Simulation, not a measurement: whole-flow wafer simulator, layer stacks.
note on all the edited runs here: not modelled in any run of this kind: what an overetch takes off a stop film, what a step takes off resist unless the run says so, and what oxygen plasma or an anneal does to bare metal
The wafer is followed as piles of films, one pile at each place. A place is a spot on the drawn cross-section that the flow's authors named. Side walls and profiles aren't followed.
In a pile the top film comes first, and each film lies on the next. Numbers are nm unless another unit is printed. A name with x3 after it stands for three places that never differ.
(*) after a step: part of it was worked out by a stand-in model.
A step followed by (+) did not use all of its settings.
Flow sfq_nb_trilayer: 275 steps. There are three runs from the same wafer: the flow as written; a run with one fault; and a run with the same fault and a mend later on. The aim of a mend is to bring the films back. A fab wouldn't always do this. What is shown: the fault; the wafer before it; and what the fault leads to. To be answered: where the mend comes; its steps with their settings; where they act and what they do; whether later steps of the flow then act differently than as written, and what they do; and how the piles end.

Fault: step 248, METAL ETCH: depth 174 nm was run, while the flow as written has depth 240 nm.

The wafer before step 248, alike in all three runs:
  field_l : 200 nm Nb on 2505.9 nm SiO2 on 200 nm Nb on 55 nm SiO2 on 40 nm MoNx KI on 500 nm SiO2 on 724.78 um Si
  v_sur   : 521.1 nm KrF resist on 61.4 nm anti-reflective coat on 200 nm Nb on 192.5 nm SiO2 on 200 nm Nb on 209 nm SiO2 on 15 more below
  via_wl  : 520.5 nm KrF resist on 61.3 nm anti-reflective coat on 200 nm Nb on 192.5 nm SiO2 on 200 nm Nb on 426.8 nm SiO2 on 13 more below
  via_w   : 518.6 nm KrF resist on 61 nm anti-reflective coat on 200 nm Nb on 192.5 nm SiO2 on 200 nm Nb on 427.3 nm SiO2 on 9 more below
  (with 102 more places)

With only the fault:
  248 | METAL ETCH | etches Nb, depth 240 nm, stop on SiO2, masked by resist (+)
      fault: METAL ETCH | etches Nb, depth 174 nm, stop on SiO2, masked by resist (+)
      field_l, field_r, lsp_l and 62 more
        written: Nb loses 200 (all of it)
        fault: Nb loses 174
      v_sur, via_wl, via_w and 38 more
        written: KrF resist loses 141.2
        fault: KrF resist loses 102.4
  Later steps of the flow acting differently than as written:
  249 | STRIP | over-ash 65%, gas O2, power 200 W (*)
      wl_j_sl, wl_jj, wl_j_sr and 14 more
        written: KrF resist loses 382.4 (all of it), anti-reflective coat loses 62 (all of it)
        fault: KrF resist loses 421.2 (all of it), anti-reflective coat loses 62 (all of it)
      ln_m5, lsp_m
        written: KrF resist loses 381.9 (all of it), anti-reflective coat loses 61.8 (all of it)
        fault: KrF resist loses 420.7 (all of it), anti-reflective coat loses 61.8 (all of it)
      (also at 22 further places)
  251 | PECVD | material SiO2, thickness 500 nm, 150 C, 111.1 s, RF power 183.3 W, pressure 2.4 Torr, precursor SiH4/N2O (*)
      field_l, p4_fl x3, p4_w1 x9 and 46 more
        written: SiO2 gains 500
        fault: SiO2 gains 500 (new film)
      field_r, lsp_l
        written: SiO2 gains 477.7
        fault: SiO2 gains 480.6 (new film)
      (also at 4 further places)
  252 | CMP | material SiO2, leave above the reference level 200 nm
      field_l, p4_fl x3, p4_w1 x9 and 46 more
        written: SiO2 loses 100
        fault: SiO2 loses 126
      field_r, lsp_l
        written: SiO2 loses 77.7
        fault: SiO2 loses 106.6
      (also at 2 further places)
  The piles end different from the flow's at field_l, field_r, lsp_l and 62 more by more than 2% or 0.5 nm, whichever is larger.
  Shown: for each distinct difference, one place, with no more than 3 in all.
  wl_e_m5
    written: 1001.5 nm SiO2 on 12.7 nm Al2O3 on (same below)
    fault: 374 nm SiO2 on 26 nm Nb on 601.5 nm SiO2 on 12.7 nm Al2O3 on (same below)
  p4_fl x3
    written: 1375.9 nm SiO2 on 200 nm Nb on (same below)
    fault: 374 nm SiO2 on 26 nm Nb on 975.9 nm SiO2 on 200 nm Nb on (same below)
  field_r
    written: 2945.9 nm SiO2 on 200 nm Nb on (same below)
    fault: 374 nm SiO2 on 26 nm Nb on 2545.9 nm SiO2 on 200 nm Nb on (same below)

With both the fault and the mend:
  The mend follows step 248.
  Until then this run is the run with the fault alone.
  248a | METAL ETCH | etches Nb, depth 66 nm, stop on SiO2, masked by resist (+) (the flow's step 248, run once more with other settings)
      field_l, field_r, lsp_l and 62 more
        Nb loses 26 (all of it)
      v_sur, via_wl, via_w and 38 more
        KrF resist loses 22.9
  Later steps of the flow acting differently than as written:
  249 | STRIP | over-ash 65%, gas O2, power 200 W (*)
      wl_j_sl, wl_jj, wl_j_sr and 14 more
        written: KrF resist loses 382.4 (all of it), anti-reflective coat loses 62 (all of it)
        mend: KrF resist loses 398.3 (all of it), anti-reflective coat loses 62 (all of it)
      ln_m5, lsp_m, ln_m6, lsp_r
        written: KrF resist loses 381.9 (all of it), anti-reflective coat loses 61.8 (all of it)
        mend: KrF resist loses 397.8 (all of it), anti-reflective coat loses 61.8 (all of it)
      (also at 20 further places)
  By the end, the piles equal the flow's at every place that both follow.
